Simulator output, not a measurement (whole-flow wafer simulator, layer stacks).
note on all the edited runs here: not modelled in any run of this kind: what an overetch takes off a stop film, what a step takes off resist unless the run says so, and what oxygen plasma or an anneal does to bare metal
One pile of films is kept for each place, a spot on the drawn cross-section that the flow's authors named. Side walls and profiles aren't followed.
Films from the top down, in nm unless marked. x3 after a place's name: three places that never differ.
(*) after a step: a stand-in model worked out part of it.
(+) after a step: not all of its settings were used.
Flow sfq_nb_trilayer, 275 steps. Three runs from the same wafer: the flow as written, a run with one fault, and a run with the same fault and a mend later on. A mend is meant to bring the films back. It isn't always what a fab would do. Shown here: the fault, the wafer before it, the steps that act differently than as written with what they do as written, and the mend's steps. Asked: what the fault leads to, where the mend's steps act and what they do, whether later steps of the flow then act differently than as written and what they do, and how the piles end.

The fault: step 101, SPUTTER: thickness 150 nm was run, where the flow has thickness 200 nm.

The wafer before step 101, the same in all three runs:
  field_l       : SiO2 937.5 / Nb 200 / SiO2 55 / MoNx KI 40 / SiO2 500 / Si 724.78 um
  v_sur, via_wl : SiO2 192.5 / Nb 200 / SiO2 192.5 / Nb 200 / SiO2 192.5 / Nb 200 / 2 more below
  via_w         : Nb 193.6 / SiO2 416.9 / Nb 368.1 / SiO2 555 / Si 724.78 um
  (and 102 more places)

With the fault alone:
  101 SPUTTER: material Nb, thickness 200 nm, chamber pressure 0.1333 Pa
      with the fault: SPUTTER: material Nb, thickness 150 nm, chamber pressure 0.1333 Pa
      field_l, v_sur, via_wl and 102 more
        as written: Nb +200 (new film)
        with the fault: Nb +150 (new film)
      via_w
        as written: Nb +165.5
        with the fault: Nb +123.9
  Later steps of the flow that act differently than as written (4 more steps differ only slightly, by at most 2% or 0.5 nm, whichever is larger, and aren't shown):
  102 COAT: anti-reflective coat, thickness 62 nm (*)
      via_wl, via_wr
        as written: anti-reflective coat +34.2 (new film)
        with the fault: anti-reflective coat +33.5 (new film)
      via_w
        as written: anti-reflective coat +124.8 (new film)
        with the fault: anti-reflective coat +122.3 (new film)
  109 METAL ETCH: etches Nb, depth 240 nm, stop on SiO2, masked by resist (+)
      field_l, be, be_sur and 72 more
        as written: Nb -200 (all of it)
        with the fault: Nb -150 (all of it)
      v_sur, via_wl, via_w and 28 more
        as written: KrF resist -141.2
        with the fault: KrF resist -132.4
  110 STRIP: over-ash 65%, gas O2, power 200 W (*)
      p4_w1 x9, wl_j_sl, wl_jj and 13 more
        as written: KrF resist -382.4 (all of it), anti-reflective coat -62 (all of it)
        with the fault: KrF resist -391.2 (all of it), anti-reflective coat -62 (all of it)
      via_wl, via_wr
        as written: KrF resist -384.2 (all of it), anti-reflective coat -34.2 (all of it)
        with the fault: KrF resist -394.3 (all of it), anti-reflective coat -33.5 (all of it)
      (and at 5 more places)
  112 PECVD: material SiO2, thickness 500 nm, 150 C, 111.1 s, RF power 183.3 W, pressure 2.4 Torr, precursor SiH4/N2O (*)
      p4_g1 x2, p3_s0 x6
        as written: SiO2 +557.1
        with the fault: SiO2 +507.1
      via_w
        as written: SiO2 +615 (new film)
        with the fault: SiO2 +601.7 (new film)
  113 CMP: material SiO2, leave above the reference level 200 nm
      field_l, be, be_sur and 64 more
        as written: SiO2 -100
        with the fault: SiO2 -150
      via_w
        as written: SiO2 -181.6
        with the fault: SiO2 -176.6
  At the end the piles differ from the flow's by more than 2% or 0.5 nm, whichever is larger, at v_sur, via_wl, via_w and 78 more.
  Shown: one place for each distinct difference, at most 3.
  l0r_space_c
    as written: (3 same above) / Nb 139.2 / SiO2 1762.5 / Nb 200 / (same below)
    with the fault: (3 same above) / Nb 139.2 / SiO2 1712.5 / Nb 200 / (same below)
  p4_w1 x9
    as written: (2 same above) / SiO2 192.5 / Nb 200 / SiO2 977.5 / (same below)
    with the fault: (2 same above) / SiO2 192.5 / Nb 150 / SiO2 977.5 / (same below)
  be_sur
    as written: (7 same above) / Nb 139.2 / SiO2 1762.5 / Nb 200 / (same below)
    with the fault: (7 same above) / Nb 139.2 / SiO2 1712.5 / Nb 200 / (same below)

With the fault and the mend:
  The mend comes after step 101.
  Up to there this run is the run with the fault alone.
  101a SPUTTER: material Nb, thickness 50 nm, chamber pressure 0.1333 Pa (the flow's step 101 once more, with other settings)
      field_l, v_sur, via_wl and 102 more
        Nb +50
      via_w
        Nb +38.9
  No later step of the flow acts differently than as written, at any place that is followed, by more than 2% or 0.5 nm, whichever is larger.
  At the end the piles differ from the flow's only slightly at the places that both follow, by at most 2% or 0.5 nm, whichever is larger.
